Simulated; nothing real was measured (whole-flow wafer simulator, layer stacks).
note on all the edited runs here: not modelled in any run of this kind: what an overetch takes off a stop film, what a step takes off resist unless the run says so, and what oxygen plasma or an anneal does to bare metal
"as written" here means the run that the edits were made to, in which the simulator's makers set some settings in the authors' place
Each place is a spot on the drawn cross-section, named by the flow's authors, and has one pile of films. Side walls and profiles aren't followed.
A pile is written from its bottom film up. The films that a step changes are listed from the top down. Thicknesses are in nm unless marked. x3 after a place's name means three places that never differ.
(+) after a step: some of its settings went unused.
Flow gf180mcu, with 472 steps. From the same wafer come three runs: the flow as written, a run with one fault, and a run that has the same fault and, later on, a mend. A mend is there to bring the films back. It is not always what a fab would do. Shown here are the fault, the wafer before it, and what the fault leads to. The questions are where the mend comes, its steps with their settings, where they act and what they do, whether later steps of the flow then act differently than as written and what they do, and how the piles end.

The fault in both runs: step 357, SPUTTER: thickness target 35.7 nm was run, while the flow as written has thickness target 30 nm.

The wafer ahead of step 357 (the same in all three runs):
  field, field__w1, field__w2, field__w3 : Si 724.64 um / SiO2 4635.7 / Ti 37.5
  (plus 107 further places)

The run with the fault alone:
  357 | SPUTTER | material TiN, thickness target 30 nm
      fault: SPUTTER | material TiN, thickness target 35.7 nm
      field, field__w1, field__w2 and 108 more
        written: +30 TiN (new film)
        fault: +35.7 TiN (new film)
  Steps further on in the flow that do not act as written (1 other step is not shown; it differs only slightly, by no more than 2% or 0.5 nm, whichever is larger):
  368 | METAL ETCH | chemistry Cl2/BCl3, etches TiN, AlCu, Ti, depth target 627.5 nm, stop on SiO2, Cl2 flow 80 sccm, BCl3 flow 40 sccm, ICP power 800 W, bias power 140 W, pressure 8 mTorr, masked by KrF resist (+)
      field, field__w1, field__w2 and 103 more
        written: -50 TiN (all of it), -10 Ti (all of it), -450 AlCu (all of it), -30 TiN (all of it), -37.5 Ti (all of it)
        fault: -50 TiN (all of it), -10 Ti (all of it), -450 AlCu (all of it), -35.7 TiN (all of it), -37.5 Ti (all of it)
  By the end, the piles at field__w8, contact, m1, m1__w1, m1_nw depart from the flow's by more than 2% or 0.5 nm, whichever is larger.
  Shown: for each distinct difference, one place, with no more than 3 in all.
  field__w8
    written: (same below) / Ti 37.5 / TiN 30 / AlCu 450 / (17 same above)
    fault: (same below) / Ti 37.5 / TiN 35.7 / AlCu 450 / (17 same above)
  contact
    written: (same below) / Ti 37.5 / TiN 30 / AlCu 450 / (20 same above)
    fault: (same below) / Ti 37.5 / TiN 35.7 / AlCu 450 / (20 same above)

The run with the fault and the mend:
  The mend stands after step 357.
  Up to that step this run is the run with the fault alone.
  357a | METAL ETCH | chemistry Cl2/BCl3, etches TiN, AlCu, Ti, depth target 5.7 nm, Cl2 flow 80 sccm, BCl3 flow 40 sccm, ICP power 800 W, bias power 140 W, pressure 8 mTorr (the flow's step 260 again, with other settings)
      field, field__w1, field__w2 and 108 more
        -5.7 TiN
  None of the later steps of the flow acts differently than as written at any place that is followed.
  By the end, the piles equal the flow's at every place that both follow.
